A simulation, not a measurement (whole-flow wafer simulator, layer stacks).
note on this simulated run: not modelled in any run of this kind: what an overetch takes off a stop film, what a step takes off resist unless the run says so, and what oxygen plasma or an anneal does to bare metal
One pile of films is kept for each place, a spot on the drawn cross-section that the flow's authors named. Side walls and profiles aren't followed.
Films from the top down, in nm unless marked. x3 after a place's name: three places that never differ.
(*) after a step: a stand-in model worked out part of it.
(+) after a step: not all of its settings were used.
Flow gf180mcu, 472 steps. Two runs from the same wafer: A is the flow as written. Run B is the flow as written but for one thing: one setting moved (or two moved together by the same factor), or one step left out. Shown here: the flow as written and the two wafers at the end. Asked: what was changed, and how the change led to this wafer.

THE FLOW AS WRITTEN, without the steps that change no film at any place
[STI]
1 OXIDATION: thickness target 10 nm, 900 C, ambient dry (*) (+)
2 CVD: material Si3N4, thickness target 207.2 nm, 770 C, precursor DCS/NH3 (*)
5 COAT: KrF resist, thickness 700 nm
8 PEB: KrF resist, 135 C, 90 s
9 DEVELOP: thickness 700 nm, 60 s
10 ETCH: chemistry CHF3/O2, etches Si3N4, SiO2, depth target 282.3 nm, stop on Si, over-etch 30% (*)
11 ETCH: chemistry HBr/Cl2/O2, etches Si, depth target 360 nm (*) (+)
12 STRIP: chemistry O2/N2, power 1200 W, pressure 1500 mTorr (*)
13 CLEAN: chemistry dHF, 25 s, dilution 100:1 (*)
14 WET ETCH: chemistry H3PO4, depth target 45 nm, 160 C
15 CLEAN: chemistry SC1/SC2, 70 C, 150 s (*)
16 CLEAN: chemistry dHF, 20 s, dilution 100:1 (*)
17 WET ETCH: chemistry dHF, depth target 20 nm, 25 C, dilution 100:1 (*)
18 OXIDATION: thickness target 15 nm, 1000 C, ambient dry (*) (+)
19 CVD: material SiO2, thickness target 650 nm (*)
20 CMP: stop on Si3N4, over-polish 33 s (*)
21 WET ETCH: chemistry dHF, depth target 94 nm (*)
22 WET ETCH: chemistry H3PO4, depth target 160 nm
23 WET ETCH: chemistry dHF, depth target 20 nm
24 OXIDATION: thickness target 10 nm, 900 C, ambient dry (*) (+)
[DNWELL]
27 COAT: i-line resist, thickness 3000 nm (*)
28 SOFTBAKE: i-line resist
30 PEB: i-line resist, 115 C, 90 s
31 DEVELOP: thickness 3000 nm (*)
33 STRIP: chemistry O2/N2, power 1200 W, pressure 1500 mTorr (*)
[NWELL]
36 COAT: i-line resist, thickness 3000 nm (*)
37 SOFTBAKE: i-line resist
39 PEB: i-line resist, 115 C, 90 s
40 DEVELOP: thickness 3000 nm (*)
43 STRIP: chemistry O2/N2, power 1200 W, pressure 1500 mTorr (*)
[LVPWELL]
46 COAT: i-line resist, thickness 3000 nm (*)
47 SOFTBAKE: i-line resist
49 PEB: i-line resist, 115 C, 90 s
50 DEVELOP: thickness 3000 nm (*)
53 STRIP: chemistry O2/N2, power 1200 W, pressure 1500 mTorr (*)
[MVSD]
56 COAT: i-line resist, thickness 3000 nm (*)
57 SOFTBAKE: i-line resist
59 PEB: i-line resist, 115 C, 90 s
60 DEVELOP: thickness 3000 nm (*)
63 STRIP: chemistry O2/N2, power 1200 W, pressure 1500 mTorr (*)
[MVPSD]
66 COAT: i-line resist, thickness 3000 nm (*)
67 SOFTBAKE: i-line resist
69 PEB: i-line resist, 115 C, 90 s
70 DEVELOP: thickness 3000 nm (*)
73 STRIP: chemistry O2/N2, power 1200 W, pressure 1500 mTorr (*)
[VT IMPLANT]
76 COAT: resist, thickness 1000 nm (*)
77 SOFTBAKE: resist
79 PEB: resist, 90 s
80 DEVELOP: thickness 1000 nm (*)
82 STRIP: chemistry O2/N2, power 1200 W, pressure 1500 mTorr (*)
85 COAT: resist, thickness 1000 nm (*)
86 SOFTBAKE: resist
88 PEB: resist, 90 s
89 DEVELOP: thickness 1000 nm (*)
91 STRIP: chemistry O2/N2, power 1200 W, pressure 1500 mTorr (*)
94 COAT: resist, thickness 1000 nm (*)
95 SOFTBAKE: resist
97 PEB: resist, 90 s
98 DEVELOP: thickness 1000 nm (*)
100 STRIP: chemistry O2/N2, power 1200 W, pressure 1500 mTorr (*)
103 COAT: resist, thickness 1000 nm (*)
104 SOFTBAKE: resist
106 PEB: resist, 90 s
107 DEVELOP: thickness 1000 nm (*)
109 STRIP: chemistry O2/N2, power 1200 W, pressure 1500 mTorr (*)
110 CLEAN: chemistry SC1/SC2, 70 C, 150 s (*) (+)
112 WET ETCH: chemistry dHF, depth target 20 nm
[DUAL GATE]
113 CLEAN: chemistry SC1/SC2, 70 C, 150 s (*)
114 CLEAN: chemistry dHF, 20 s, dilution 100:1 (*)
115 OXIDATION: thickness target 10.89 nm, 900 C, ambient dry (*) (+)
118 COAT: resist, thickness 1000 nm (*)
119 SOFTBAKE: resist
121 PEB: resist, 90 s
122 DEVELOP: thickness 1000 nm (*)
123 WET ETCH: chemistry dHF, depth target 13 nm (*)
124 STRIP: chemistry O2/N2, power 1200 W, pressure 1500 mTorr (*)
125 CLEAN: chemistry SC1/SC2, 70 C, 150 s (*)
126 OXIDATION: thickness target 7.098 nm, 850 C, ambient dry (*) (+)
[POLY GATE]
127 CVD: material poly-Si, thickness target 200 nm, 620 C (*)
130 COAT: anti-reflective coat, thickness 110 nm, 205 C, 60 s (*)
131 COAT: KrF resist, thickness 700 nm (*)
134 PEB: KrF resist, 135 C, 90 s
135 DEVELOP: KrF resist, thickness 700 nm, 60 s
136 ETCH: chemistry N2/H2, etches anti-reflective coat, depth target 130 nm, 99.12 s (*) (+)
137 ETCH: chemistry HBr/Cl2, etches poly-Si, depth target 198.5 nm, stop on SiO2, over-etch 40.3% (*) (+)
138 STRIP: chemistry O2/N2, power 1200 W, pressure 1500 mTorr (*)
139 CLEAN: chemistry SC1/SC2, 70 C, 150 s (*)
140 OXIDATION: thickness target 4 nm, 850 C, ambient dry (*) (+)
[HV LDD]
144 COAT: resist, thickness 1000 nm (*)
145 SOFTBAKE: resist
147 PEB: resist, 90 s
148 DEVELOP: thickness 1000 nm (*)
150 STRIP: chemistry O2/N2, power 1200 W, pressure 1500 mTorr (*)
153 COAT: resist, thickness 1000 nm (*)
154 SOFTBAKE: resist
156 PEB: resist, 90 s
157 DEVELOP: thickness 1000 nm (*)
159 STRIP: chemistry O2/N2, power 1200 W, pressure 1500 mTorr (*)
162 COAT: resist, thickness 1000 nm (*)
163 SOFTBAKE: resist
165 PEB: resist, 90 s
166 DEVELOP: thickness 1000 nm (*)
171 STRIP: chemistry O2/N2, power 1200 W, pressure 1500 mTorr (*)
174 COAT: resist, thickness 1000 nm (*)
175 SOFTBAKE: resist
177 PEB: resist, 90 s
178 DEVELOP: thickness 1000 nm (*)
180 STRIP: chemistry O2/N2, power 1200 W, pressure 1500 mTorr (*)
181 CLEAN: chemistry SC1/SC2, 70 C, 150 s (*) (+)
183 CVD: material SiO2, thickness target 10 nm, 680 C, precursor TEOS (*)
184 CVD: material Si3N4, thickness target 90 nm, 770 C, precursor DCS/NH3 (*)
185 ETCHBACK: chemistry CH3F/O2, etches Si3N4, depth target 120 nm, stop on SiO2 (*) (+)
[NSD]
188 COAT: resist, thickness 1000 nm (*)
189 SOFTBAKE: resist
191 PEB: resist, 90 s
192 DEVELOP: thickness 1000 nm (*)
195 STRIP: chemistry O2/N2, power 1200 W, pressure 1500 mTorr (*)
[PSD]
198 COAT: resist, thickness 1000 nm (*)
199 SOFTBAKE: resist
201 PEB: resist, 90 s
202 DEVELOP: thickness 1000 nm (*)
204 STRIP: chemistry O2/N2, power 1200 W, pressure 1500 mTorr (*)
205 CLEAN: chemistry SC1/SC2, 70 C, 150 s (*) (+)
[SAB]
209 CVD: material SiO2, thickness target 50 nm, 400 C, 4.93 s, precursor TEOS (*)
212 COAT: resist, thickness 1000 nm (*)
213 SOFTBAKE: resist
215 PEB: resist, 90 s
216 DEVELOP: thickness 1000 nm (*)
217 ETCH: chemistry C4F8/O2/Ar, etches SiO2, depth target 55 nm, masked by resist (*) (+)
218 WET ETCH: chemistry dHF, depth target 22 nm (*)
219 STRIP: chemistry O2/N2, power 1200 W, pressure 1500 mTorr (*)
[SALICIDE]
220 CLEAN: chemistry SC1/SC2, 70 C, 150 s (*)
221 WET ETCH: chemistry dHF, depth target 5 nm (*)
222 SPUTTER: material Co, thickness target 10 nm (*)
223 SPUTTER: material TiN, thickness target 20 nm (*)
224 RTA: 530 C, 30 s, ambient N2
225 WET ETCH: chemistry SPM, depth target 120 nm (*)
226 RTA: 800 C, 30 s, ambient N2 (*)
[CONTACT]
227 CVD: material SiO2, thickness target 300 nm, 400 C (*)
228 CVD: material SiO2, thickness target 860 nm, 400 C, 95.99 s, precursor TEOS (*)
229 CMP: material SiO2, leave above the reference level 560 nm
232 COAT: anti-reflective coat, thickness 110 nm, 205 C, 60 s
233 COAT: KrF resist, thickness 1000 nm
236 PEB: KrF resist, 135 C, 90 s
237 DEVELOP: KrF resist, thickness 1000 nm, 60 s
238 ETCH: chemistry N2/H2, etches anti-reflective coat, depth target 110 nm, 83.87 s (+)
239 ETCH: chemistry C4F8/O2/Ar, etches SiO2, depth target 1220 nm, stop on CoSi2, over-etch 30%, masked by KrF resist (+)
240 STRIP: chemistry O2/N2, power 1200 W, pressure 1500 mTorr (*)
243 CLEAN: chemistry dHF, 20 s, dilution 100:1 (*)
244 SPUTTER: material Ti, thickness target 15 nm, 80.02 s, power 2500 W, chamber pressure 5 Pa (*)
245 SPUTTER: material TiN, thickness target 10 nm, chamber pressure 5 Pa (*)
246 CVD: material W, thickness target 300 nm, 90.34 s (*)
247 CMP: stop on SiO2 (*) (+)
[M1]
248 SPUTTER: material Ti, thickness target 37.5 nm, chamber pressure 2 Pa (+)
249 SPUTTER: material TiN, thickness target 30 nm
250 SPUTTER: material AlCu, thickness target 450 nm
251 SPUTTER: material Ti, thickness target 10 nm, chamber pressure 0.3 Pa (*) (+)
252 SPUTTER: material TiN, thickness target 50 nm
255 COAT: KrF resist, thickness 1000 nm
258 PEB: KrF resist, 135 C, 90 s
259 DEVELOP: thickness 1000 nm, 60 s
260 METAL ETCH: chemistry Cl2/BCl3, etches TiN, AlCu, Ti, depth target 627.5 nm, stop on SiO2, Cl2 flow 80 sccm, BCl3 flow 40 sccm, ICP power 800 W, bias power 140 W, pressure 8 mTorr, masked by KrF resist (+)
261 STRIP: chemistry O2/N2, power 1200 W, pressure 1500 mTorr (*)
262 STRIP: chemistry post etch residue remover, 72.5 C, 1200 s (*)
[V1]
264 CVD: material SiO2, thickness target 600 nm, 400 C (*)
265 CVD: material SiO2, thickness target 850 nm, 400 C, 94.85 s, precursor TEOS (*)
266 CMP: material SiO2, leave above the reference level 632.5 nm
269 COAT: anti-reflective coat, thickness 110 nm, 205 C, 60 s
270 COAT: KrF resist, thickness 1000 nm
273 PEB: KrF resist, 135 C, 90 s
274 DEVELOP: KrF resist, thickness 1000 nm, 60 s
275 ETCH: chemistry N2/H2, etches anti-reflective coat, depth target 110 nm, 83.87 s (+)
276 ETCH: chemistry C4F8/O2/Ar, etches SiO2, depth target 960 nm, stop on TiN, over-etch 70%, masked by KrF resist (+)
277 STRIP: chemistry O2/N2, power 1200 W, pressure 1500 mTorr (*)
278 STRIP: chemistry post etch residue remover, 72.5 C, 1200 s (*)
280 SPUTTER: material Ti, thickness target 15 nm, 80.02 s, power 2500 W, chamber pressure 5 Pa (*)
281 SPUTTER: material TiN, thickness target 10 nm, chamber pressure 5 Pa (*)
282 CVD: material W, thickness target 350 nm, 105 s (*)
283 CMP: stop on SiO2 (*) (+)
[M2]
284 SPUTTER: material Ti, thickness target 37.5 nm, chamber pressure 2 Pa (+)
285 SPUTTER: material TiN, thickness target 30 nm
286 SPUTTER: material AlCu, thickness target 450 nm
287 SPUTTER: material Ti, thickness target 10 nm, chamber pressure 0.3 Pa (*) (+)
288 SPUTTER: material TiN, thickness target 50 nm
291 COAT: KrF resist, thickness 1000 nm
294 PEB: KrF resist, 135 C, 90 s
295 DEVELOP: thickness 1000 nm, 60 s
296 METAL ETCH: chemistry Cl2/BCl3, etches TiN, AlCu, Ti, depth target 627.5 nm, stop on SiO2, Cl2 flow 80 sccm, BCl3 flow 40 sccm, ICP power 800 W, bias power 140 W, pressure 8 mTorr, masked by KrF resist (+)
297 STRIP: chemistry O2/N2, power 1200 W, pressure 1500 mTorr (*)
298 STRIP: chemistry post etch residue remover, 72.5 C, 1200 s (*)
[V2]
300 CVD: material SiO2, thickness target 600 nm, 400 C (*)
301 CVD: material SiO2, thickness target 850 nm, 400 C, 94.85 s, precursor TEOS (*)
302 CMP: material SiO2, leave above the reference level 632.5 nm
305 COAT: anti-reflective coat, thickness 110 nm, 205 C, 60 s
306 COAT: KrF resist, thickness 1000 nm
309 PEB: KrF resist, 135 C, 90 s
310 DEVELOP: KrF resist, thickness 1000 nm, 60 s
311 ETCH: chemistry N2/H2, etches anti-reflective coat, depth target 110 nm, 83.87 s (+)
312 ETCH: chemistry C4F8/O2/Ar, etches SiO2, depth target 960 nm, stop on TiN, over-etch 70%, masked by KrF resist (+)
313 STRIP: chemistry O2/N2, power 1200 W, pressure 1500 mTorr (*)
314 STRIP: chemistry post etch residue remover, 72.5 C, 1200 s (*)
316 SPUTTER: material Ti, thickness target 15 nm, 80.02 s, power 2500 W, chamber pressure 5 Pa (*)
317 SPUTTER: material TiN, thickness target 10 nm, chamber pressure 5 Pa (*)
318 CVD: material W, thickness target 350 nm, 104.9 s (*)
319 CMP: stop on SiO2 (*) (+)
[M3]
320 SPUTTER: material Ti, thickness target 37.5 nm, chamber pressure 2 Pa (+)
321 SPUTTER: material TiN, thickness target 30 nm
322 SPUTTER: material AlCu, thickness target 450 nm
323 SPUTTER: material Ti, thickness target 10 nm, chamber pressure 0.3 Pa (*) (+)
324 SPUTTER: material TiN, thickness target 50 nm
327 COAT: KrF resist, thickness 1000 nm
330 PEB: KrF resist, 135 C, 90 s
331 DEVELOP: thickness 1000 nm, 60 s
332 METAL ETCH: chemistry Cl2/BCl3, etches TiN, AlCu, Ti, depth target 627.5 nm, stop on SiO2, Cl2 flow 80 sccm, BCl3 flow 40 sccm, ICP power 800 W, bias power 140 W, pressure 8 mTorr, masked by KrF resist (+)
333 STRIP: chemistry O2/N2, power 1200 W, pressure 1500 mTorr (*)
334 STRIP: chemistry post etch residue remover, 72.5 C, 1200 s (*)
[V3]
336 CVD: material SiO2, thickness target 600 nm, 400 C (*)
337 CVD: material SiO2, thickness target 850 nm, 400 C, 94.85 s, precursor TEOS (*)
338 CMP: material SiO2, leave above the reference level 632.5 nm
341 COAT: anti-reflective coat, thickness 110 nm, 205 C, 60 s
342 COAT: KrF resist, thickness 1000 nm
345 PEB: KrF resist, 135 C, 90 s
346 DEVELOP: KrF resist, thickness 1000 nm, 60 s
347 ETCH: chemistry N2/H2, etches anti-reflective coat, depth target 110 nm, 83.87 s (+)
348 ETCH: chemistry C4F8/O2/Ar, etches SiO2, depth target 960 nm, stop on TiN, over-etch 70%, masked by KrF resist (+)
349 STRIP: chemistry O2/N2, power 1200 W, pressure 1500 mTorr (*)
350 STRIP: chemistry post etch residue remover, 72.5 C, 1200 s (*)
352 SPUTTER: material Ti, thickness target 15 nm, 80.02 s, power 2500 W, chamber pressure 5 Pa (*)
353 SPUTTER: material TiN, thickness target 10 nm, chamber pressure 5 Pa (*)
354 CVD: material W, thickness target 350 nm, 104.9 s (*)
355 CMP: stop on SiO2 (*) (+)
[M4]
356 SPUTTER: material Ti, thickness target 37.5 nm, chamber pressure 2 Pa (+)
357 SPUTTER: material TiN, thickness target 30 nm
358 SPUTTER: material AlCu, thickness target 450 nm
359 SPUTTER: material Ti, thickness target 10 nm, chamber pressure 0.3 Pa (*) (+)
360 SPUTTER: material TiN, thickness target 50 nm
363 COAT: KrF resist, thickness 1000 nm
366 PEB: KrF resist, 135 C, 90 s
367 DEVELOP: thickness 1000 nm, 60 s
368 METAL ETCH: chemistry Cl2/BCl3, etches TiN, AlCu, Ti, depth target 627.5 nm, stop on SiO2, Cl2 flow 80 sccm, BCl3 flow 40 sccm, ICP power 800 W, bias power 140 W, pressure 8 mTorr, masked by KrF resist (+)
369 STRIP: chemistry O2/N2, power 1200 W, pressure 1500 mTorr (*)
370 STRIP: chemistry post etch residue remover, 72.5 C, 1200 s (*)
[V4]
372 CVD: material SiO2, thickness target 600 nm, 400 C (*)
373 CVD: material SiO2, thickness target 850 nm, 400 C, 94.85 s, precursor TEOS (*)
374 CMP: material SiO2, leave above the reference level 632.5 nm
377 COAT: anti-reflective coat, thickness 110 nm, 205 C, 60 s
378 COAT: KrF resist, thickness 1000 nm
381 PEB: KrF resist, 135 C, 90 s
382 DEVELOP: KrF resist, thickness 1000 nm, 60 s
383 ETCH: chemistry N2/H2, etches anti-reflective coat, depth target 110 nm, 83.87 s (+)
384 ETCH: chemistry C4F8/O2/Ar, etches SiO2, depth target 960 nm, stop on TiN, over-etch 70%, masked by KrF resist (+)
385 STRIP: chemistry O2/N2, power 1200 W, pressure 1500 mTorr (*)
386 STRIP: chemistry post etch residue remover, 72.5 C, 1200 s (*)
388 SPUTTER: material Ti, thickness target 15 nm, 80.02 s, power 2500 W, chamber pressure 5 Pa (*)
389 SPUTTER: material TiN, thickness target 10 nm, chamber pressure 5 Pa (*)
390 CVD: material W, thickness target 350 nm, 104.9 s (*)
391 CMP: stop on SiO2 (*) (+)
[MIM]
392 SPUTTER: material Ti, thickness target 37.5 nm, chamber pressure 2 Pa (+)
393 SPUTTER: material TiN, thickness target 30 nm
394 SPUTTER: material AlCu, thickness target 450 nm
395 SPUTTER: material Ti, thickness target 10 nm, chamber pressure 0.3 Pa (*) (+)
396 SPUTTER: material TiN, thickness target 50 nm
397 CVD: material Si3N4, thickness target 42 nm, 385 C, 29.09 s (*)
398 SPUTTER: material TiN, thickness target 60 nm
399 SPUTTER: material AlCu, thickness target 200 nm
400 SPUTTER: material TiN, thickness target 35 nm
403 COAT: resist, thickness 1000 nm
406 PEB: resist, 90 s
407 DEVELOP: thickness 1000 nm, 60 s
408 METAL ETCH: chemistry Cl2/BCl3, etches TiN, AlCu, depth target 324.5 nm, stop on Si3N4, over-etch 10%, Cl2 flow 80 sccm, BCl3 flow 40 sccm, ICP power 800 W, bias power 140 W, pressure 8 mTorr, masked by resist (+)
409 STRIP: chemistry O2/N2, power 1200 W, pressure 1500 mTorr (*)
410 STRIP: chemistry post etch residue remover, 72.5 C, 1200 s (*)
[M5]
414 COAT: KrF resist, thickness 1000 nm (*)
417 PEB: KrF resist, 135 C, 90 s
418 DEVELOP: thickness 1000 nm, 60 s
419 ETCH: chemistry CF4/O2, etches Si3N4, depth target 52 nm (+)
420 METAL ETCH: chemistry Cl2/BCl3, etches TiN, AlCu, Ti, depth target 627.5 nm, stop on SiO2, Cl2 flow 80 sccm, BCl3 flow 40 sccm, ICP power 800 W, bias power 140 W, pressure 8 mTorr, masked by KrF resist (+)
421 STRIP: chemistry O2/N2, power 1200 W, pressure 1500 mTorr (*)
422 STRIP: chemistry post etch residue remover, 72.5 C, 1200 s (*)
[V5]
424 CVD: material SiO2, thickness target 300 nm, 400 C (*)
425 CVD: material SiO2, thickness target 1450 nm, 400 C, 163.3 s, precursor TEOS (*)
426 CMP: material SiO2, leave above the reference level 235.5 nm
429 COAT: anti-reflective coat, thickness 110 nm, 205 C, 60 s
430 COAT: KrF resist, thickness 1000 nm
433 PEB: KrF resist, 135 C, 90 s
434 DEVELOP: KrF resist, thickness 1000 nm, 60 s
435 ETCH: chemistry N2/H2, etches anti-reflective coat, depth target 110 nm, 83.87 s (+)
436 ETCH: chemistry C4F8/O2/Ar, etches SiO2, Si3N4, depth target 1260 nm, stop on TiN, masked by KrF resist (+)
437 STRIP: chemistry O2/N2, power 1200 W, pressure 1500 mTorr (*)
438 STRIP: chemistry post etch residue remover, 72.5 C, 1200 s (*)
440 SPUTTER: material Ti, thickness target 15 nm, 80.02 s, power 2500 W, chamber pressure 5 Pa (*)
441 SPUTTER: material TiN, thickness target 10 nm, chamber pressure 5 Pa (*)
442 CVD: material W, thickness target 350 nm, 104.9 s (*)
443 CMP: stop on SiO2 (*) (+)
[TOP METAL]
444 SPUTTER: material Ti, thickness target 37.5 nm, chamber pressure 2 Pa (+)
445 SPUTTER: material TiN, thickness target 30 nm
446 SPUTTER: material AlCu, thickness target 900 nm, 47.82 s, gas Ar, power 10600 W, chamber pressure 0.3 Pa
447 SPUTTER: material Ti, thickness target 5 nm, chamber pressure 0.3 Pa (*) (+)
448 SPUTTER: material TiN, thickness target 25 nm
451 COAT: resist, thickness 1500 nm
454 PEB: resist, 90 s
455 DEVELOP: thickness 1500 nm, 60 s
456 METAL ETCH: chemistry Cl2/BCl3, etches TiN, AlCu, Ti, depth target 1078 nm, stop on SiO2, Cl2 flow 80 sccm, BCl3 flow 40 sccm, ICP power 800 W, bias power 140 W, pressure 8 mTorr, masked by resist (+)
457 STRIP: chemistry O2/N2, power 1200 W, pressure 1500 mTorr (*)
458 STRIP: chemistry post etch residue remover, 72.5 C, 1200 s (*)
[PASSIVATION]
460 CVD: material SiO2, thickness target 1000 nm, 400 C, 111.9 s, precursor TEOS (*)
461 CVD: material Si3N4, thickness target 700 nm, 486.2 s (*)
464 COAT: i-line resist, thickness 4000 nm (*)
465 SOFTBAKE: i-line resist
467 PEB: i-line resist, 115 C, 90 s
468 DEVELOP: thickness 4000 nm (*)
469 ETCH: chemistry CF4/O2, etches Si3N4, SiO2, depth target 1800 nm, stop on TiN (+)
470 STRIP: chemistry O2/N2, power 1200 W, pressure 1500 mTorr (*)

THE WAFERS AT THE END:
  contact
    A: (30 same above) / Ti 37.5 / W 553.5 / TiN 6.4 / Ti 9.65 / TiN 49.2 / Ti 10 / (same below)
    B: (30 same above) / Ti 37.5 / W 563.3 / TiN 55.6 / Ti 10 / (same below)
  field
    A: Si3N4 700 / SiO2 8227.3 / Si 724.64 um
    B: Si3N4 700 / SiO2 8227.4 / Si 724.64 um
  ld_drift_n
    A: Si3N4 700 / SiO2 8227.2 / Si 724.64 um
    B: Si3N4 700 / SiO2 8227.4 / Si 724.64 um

The cause: step 316, SPUTTER: material Ti, thickness target 15 nm, 80.02 s, power 2500 W, chamber pressure 5 Pa (*), was left out.

How the change led to this, step by step:
  317 SPUTTER: material TiN, thickness target 10 nm, chamber pressure 5 Pa (*)
      contact: A TiN +6.4 (new film) | B TiN +6.44
  319 CMP: stop on SiO2 (*) (+)
      field, field__w1, field__w2 and 107 more: A W -350 (all of it), TiN -10 (all of it), Ti -15 (all of it), SiO2 -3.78 | B W -350 (all of it), TiN -10 (all of it), SiO2 -3.63
      contact: A W -378.8 | B W -363.6
